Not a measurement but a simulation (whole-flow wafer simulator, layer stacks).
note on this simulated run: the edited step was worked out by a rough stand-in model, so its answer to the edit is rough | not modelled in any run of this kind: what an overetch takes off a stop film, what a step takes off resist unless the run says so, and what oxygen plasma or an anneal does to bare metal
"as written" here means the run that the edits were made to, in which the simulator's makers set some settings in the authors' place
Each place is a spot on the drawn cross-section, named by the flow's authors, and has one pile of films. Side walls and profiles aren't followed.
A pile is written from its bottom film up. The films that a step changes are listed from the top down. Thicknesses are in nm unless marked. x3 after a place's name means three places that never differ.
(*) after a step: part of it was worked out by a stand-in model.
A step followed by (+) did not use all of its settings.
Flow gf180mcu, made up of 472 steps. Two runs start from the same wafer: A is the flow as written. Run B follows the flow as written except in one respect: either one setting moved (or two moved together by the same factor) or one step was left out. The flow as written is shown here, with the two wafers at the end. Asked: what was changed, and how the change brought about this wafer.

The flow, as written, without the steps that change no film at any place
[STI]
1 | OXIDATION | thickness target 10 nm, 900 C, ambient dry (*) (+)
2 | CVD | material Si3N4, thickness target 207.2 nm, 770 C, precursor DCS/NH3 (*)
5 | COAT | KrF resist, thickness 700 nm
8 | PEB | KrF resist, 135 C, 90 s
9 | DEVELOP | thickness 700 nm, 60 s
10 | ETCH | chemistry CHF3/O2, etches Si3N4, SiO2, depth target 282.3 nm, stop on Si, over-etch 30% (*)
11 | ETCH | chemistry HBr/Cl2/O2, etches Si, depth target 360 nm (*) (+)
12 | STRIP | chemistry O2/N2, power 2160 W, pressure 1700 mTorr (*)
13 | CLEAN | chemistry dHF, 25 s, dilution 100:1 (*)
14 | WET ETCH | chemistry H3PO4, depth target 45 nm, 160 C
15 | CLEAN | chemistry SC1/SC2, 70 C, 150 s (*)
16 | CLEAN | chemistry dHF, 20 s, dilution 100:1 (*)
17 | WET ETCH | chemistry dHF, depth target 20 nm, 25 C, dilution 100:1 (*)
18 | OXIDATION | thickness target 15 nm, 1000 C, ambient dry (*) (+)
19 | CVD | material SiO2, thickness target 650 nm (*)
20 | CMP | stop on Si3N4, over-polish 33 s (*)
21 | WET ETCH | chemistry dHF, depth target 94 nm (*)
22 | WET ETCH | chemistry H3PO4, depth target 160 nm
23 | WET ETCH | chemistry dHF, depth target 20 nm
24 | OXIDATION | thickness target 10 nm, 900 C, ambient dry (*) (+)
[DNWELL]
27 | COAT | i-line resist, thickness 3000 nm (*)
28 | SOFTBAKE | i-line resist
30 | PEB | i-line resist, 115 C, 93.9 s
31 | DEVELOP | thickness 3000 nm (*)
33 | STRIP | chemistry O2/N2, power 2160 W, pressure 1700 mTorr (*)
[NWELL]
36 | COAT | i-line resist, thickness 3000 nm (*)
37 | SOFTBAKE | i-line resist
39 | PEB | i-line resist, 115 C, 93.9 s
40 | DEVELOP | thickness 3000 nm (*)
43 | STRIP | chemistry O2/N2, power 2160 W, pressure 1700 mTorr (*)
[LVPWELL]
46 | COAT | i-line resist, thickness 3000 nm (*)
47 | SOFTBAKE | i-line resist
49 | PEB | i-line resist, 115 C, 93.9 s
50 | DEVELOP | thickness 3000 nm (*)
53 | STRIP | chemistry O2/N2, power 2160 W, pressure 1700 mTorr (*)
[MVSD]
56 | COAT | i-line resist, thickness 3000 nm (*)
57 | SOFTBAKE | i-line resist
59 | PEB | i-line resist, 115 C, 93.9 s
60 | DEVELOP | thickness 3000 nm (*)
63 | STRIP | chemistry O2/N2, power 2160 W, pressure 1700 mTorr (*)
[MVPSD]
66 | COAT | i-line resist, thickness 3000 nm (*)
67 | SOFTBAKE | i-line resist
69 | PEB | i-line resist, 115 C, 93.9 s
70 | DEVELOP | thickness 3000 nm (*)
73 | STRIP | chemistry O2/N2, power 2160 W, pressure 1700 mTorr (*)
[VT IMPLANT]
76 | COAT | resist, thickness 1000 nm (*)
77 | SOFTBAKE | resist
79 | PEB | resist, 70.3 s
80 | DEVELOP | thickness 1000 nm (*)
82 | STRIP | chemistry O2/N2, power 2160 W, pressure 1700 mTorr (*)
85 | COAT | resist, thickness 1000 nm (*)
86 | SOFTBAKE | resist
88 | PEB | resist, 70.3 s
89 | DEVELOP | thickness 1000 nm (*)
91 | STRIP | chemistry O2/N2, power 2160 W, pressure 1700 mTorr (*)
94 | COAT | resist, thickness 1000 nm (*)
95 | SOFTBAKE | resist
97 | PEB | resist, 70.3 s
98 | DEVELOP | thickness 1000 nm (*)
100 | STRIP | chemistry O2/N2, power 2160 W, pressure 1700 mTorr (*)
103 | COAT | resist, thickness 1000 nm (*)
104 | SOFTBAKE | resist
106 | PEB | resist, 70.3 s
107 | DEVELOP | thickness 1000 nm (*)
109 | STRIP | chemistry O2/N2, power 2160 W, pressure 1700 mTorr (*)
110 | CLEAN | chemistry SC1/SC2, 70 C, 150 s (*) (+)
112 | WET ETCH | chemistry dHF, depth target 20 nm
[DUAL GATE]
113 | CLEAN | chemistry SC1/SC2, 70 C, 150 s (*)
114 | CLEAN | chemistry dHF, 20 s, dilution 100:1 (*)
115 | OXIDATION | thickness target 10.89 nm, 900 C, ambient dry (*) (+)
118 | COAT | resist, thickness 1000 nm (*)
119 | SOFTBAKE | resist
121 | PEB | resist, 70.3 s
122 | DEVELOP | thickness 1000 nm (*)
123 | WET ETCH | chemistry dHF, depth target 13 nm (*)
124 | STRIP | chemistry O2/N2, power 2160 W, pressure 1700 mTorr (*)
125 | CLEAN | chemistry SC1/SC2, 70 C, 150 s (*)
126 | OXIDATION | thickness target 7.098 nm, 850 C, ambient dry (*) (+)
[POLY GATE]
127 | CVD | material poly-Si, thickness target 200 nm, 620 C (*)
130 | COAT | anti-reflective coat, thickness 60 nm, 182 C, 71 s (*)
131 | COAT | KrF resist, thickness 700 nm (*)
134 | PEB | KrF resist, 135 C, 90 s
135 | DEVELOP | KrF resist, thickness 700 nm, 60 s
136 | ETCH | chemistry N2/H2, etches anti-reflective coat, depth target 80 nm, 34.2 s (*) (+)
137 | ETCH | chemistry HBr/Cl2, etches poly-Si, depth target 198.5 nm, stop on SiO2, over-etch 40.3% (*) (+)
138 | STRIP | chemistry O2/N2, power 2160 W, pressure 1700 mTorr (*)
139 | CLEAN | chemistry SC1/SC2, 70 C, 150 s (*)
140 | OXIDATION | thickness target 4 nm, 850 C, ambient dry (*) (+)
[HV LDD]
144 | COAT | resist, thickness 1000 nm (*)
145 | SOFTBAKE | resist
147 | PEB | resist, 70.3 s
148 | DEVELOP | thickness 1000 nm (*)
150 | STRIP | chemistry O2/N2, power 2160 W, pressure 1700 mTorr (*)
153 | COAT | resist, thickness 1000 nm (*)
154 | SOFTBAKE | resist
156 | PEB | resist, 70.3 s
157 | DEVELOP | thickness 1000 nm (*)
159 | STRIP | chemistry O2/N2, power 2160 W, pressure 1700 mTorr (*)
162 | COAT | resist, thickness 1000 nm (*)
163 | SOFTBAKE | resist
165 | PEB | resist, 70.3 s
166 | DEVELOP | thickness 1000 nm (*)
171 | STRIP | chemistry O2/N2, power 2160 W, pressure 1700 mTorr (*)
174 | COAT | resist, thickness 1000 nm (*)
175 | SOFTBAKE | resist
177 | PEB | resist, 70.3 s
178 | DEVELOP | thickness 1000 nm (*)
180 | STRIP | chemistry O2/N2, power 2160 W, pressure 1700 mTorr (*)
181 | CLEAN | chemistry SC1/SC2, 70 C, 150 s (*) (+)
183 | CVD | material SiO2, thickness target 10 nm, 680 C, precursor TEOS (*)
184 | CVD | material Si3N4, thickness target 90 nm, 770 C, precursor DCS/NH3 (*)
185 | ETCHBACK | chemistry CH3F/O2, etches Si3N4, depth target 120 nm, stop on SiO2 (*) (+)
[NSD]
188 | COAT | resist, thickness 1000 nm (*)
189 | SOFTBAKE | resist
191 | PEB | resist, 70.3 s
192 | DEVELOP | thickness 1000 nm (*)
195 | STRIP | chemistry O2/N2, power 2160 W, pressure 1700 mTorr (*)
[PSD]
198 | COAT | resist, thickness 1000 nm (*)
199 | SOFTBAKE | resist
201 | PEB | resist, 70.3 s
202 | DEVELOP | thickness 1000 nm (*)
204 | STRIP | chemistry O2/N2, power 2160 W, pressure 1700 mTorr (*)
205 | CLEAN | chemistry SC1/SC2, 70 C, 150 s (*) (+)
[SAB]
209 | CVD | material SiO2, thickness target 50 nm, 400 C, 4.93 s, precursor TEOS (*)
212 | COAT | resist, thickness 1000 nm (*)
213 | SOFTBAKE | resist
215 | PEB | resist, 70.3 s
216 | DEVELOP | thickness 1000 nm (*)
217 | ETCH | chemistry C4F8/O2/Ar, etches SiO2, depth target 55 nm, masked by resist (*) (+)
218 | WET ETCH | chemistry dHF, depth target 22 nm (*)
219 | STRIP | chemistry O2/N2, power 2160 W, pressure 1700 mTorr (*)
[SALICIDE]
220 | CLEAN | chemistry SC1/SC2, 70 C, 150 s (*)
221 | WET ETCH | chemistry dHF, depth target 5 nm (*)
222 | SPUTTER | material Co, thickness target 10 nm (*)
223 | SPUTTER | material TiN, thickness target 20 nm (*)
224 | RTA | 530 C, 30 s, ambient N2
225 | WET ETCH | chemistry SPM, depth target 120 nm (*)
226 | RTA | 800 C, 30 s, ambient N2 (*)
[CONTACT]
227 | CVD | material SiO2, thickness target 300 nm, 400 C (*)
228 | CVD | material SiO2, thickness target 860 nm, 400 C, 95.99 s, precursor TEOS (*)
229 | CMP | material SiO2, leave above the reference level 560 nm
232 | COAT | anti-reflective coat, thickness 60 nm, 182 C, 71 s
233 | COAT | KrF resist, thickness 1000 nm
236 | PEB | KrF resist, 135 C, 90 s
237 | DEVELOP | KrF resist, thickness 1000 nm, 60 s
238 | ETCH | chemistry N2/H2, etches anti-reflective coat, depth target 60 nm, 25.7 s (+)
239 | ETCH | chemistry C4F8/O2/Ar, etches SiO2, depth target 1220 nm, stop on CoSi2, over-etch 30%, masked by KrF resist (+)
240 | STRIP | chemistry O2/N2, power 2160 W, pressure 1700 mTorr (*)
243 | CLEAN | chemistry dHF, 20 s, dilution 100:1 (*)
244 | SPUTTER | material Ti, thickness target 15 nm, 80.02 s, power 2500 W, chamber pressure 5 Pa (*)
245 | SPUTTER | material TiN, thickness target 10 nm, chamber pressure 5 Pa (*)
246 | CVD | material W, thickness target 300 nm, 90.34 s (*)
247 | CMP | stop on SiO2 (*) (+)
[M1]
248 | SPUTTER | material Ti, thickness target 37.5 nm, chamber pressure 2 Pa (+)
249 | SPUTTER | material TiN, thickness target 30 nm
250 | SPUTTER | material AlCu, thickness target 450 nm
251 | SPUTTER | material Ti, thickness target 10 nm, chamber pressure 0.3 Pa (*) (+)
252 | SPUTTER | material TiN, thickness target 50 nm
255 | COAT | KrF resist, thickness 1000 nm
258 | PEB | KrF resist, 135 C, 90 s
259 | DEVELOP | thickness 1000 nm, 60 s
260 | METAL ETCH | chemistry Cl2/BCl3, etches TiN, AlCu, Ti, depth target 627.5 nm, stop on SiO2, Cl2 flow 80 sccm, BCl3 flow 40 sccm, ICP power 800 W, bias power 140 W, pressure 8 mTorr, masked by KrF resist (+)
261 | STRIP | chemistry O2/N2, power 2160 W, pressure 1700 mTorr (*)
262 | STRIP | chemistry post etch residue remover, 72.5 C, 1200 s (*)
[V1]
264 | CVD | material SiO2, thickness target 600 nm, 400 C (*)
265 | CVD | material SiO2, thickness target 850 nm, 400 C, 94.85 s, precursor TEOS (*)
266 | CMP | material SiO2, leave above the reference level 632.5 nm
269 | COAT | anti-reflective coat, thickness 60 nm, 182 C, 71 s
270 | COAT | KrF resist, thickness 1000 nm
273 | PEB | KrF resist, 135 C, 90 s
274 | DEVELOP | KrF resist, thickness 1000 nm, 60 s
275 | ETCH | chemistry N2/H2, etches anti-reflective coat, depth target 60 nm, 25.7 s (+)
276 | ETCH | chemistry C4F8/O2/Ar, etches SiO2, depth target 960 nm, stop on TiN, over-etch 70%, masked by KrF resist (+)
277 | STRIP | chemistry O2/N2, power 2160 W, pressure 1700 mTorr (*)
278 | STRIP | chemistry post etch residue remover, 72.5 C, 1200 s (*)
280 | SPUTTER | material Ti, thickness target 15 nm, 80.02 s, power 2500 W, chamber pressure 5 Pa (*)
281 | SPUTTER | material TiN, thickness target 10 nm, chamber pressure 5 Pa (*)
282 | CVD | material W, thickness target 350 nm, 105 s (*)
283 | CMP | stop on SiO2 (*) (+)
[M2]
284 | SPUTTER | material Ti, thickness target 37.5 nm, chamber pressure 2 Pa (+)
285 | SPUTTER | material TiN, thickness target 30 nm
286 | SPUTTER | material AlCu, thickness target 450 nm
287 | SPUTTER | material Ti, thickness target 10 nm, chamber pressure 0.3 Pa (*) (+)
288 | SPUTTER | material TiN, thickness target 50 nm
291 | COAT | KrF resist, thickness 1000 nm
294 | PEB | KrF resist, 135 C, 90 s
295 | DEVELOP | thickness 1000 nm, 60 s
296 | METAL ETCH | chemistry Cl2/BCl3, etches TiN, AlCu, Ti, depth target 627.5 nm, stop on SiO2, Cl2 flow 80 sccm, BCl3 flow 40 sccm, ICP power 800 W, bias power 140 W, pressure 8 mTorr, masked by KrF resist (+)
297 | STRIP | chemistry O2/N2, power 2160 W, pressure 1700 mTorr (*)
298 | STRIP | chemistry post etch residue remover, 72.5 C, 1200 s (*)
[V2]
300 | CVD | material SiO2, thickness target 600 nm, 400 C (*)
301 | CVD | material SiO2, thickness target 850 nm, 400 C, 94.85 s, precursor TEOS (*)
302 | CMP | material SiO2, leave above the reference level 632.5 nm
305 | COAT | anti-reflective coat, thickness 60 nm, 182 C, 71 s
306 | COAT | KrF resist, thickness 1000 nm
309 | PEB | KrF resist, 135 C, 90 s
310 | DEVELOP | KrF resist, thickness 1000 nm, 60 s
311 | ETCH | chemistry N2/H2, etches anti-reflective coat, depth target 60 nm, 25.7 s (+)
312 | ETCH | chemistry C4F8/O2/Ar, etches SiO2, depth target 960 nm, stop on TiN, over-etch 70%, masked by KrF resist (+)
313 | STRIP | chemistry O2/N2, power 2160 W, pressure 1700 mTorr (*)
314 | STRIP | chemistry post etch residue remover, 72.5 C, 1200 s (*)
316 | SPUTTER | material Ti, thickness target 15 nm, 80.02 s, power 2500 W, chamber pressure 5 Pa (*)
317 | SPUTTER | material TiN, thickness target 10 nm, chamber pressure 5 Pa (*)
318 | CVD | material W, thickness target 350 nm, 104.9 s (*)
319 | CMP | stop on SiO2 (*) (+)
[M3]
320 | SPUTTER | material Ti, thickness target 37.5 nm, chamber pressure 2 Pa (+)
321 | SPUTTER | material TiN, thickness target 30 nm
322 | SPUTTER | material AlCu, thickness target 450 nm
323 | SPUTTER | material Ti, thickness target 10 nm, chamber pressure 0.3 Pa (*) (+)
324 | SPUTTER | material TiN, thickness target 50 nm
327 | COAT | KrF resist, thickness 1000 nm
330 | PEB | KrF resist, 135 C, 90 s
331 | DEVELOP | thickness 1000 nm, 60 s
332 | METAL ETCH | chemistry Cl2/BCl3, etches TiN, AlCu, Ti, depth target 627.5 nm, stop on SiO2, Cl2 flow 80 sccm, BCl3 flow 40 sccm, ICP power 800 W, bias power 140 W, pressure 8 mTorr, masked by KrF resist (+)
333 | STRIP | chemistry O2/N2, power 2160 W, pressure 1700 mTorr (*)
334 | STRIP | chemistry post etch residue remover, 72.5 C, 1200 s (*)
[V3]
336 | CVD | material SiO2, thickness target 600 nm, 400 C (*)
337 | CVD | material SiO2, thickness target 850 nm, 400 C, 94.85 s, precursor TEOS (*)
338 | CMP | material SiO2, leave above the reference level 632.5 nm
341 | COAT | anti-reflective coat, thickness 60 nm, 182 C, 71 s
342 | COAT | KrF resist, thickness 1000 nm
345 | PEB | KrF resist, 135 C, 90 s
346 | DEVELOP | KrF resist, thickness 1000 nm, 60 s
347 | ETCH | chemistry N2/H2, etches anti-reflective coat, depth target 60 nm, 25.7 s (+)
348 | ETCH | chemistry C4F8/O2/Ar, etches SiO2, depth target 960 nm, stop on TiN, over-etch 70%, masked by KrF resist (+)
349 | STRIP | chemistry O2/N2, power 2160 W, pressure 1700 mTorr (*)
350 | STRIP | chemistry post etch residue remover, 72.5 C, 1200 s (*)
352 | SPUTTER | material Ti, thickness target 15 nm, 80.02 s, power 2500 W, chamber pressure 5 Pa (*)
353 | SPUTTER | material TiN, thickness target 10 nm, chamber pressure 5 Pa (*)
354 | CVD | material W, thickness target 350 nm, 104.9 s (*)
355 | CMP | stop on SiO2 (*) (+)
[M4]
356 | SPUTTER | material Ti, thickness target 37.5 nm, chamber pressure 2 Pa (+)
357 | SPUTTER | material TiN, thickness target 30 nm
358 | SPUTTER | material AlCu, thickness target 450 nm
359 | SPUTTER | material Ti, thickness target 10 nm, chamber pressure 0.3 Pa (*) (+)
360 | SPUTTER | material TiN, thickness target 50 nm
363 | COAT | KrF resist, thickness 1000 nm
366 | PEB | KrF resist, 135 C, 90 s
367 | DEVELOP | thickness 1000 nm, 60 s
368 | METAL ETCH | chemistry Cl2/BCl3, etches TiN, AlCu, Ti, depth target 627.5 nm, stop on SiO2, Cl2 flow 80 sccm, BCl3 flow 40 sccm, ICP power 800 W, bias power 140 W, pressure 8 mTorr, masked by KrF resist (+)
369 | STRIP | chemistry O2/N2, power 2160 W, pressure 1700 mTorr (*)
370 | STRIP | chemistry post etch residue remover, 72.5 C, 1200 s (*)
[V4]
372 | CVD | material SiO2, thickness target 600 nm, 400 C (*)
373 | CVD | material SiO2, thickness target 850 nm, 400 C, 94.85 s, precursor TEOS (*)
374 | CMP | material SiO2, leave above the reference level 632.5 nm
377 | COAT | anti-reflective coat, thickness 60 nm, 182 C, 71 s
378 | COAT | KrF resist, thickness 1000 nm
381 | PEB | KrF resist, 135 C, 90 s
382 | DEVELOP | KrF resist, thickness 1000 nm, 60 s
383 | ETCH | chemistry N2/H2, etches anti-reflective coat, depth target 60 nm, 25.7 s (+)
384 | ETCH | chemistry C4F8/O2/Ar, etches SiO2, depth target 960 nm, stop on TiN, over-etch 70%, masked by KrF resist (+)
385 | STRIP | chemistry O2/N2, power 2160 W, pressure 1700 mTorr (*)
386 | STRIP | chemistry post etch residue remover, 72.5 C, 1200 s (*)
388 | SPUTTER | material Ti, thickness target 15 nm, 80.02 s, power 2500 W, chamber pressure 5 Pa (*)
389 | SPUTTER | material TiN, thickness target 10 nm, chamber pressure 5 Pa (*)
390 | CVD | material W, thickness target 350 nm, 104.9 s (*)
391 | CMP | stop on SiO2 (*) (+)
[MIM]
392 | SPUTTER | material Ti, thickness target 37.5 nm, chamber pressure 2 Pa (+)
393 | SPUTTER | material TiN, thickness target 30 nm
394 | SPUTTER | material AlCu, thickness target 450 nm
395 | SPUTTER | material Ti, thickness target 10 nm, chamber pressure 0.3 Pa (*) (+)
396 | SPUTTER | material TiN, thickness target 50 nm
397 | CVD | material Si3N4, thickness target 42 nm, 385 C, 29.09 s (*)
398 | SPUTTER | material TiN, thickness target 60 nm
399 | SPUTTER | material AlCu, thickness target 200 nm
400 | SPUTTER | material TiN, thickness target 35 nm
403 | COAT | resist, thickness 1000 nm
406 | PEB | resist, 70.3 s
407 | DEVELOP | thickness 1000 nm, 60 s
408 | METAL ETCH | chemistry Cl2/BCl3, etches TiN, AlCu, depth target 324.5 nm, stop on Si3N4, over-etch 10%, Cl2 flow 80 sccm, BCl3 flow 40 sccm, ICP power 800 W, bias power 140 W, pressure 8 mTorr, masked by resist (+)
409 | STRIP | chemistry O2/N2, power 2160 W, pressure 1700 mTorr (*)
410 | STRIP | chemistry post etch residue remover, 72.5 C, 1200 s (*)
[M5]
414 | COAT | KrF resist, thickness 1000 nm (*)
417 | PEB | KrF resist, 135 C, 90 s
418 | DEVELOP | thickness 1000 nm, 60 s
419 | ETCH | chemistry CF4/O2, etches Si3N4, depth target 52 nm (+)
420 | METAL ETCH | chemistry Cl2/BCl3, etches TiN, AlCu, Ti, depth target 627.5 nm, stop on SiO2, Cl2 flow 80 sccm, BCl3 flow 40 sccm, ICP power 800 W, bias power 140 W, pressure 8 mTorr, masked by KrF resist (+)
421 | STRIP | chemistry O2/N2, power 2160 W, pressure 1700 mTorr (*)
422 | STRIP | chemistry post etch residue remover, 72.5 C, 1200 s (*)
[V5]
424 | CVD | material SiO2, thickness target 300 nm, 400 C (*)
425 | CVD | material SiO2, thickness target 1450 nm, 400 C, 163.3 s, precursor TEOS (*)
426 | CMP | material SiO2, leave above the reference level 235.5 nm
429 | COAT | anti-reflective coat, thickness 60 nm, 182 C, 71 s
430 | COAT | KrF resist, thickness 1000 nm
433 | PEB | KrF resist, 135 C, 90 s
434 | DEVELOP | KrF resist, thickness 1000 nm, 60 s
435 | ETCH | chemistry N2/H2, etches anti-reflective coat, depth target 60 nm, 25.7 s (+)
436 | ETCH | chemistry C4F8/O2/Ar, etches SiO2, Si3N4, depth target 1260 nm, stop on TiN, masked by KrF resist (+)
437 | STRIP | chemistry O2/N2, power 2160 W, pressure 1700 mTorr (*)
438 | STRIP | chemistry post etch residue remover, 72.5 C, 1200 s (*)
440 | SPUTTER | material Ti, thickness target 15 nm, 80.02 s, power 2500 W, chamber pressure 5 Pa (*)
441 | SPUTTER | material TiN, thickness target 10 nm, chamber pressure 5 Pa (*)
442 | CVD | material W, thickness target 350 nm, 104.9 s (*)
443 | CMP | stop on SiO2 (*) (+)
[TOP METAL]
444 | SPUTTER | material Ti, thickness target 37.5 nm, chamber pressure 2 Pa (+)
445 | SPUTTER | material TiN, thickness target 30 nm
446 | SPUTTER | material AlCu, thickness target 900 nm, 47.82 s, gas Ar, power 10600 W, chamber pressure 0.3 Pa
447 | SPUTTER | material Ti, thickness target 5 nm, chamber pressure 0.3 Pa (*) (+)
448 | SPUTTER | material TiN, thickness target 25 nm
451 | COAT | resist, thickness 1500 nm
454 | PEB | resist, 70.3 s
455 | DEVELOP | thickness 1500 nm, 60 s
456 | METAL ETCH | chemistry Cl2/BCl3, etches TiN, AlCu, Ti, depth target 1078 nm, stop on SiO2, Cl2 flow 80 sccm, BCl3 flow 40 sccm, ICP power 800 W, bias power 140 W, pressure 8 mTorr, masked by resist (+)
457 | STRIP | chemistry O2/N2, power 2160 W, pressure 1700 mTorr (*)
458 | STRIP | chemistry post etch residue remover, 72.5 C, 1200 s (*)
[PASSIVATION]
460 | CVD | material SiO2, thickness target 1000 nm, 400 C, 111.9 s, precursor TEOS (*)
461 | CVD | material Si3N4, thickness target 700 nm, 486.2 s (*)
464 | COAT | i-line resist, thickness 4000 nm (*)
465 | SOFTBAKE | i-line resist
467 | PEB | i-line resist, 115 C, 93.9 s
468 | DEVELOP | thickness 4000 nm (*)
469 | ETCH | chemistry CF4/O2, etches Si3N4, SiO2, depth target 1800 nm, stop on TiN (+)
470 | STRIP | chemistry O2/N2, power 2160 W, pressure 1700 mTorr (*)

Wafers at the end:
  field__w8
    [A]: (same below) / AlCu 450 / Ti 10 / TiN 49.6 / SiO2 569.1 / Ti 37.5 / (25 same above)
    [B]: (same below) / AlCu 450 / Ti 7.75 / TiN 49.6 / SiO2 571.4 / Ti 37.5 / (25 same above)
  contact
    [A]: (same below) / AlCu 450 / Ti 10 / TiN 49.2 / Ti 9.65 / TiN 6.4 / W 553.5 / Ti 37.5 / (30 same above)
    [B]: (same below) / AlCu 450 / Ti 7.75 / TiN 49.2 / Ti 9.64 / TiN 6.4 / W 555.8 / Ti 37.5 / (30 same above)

The reason: step 287, SPUTTER: thickness target 7.75 nm was run, whereas the flow has thickness target 10 nm.
The wafer lets one read it off: field__w8 has Ti 7.75, and step 287 as written asks for 10 nm.

How this came from the change, step by step:
  287 | SPUTTER | material Ti, thickness target 10 nm, chamber pressure 0.3 Pa (*) (+)
      field, field__w1, field__w2 and 108 more: A Ti gains 10 (new film) | B Ti gains 7.75 (new film)
  296 | METAL ETCH | chemistry Cl2/BCl3, etches TiN, AlCu, Ti, depth target 627.5 nm, stop on SiO2, Cl2 flow 80 sccm, BCl3 flow 40 sccm, ICP power 800 W, bias power 140 W, pressure 8 mTorr, masked by KrF resist (+)
      field, field__w1, field__w2 and 103 more: A TiN loses 50 (all of it), Ti loses 10 (all of it), AlCu loses 450 (all of it), TiN loses 30 (all of it), Ti loses 37.5 (all of it) | B TiN loses 50 (all of it), Ti loses 7.75 (all of it), AlCu loses 450 (all of it), TiN loses 30 (all of it), Ti loses 37.5 (all of it)
